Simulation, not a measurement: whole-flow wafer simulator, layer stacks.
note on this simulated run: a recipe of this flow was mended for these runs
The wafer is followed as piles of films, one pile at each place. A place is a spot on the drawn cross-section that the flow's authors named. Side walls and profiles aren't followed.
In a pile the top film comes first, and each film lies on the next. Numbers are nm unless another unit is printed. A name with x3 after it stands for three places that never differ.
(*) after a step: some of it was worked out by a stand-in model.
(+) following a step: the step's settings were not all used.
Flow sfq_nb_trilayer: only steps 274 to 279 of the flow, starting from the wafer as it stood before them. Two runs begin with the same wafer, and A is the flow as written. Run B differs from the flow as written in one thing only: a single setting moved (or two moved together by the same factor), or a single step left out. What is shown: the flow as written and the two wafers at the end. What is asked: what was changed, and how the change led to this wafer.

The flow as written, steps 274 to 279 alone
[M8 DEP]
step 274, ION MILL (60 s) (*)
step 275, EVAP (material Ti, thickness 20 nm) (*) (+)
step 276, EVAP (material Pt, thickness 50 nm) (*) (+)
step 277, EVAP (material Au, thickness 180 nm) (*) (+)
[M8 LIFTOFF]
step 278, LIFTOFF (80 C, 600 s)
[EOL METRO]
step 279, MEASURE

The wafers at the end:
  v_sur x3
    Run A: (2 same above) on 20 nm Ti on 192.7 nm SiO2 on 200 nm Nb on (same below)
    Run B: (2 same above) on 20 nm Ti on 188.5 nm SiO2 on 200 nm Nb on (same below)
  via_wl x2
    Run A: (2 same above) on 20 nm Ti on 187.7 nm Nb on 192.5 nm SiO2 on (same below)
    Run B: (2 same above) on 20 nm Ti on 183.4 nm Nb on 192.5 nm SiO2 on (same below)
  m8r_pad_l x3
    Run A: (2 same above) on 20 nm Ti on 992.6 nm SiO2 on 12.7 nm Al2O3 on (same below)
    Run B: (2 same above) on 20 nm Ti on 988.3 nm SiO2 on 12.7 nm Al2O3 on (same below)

What caused this: step 274, ION MILL: 95 s was run, while the flow as written has 60 s.

The path from the change to this, step by step:
  step 274, ION MILL (60 s) (*)
      field_l, v_sur x3, via_v, m8r_pad_l x3: A SiO2 loses 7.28 | B SiO2 loses 11.5
      via_wl x2, via_w: A Nb loses 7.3 | B Nb loses 11.6
